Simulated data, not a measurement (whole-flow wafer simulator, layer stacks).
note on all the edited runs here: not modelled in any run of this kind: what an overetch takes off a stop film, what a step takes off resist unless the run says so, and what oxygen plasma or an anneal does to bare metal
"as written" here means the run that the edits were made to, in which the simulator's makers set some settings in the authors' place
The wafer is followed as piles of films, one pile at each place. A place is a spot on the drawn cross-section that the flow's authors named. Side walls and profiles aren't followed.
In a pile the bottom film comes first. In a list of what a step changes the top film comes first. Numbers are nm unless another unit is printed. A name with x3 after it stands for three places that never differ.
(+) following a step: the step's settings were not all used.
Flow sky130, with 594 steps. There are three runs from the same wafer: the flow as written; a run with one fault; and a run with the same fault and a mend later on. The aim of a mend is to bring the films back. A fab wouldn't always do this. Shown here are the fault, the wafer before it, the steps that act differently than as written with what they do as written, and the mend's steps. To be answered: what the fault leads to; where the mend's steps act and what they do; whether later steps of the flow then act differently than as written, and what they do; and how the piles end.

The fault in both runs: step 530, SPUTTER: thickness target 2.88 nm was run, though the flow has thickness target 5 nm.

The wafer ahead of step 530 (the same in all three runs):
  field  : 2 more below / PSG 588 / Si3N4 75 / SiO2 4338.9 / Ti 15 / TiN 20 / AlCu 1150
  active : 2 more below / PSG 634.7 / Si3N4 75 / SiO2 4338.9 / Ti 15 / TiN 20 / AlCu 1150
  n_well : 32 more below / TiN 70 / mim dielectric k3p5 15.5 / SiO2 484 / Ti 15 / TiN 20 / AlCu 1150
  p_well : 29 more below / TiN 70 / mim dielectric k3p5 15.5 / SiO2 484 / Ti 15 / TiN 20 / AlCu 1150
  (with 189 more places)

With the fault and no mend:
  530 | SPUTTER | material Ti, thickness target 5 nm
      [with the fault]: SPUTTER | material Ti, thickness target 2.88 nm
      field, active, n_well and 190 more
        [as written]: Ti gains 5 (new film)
        [with the fault]: Ti gains 2.88 (new film)
  Steps further on in the flow that do not act as written (21 more steps, not shown, differ only slightly: by at most 2% or 0.5 nm, whichever is larger):
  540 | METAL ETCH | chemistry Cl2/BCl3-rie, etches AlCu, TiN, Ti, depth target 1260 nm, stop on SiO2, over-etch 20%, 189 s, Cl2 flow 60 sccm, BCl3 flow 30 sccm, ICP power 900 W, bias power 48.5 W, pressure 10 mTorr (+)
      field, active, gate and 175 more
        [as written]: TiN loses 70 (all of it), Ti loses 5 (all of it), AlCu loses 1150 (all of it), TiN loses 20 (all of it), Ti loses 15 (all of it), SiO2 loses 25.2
        [with the fault]: TiN loses 70 (all of it), Ti loses 2.88 (all of it), AlCu loses 1150 (all of it), TiN loses 20 (all of it), Ti loses 15 (all of it), SiO2 loses 25.4
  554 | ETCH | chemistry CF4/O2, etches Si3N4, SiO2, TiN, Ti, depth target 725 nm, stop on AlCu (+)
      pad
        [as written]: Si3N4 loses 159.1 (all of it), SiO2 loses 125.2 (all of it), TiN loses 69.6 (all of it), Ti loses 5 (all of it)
        [with the fault]: Si3N4 loses 159.1 (all of it), SiO2 loses 125.2 (all of it), TiN loses 69.6 (all of it), Ti loses 2.88 (all of it)
  At n_well, p_well, sd_n and 11 more, the piles at the end differ from the flow's by more than 2% or 0.5 nm, whichever is larger.
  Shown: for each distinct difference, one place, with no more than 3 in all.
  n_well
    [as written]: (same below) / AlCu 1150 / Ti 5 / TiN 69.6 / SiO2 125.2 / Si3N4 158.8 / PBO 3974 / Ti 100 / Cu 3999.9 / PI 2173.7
    [with the fault]: (same below) / AlCu 1150 / Ti 2.88 / TiN 69.6 / SiO2 125.2 / Si3N4 158.8 / PBO 3975.6 / Ti 100 / Cu 3999.9 / PI 2173.9
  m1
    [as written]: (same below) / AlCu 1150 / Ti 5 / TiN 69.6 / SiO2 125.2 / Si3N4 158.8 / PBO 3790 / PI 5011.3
    [with the fault]: (same below) / AlCu 1150 / Ti 2.88 / TiN 69.6 / SiO2 125.2 / Si3N4 158.8 / PBO 3791.7 / PI 5011.4
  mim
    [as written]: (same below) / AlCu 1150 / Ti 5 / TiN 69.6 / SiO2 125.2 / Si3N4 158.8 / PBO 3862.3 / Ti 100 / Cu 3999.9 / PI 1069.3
    [with the fault]: (same below) / AlCu 1150 / Ti 2.88 / TiN 69.6 / SiO2 125.2 / Si3N4 158.8 / PBO 3863.9 / Ti 100 / Cu 3999.9 / PI 1069.5

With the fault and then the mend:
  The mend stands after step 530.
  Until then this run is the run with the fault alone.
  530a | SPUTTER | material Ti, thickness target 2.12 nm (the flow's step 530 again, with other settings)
      field, active, n_well and 190 more
        Ti gains 2.12
  None of the later steps of the flow acts differently than as written at any place that is followed.
  At every place that both follow, the piles at the end match the flow's.
